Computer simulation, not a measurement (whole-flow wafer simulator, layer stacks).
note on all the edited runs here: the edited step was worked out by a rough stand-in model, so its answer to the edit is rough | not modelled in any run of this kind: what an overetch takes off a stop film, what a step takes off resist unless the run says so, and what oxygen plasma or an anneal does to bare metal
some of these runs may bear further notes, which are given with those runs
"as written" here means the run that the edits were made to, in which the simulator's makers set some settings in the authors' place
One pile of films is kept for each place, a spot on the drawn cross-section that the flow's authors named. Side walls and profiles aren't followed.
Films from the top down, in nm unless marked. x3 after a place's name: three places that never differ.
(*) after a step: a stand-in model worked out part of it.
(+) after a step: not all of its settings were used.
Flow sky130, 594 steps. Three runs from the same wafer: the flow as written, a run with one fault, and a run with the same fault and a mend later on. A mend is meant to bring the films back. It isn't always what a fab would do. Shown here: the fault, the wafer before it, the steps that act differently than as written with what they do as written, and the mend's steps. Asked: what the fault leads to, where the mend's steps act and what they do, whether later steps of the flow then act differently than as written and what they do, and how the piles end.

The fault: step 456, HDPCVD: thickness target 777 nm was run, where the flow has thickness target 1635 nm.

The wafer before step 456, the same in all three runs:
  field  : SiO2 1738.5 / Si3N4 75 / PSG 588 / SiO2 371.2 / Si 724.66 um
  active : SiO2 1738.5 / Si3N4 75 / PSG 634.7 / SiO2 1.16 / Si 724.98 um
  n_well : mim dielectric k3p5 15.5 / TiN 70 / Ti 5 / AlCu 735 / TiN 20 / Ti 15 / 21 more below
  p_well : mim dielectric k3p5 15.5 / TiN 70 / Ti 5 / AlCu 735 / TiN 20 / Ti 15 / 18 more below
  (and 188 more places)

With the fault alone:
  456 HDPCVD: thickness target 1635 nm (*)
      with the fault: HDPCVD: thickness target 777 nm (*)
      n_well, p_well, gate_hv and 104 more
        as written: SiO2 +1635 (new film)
        with the fault: SiO2 +777 (new film)
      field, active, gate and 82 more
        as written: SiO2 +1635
        with the fault: SiO2 +777
  Later steps of the flow that act differently than as written (27 more steps differ only slightly, by at most 2% or 0.5 nm, whichever is larger, and aren't shown):
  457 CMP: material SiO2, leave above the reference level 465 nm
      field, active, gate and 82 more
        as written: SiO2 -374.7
        with the fault: nothing
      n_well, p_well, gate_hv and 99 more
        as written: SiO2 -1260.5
        with the fault: SiO2 -402.5
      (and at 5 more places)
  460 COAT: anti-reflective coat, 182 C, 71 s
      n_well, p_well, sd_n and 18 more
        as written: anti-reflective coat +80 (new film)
        with the fault: anti-reflective coat +3 (new film)
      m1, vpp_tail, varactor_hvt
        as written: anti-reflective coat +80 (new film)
        with the fault: anti-reflective coat +3.02 (new film)
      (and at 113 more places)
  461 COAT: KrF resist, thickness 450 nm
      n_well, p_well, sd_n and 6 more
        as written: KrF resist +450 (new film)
        with the fault: KrF resist +31.6 (new film)
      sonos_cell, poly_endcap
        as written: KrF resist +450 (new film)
        with the fault: KrF resist +492.9 (new film)
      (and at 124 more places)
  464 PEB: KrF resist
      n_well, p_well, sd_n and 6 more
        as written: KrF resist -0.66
        with the fault: nothing
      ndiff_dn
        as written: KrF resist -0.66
        with the fault: KrF resist -0.15
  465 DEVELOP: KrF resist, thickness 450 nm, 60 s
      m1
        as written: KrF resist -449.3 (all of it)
        with the fault: KrF resist -242.4 (all of it)
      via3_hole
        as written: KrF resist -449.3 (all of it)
        with the fault: KrF resist -125.3 (all of it)
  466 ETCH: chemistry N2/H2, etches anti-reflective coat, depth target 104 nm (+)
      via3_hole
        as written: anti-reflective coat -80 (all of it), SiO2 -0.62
        with the fault: anti-reflective coat -19.2 (all of it)
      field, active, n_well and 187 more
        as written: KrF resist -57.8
        with the fault: KrF resist -10.7
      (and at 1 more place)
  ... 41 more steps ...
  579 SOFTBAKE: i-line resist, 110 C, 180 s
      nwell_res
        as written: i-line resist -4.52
        with the fault: i-line resist -4
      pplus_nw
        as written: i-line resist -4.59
        with the fault: i-line resist -4.06
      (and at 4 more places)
  At the end the piles differ from the flow's by more than 2% or 0.5 nm, whichever is larger, at field, active, gate and 84 more.
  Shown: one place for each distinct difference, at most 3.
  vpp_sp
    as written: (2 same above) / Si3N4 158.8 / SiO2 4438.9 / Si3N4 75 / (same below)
    with the fault: (2 same above) / Si3N4 158.8 / SiO2 1519.6 / W 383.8 / TiN 20 / SiO2 2515.5 / Si3N4 75 / (same below)
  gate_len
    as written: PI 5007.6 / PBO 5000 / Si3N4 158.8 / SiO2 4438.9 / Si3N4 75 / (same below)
    with the fault: PI 5007.4 / PBO 5000 / Si3N4 158.8 / SiO2 1519.6 / W 383.8 / TiN 20 / SiO2 2515.5 / Si3N4 75 / (same below)
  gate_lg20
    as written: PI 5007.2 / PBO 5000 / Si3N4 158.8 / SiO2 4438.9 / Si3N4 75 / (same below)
    with the fault: PI 5007 / PBO 5000 / Si3N4 158.8 / SiO2 1519.6 / W 383.8 / TiN 20 / SiO2 2515.5 / Si3N4 75 / (same below)

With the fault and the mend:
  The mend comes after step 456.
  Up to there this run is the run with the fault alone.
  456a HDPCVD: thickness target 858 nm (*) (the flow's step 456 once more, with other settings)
      field, active, n_well and 189 more
        SiO2 +858
  No later step of the flow acts differently than as written at any place that is followed.
  At the end the piles are the same as the flow's at every place that both follow.
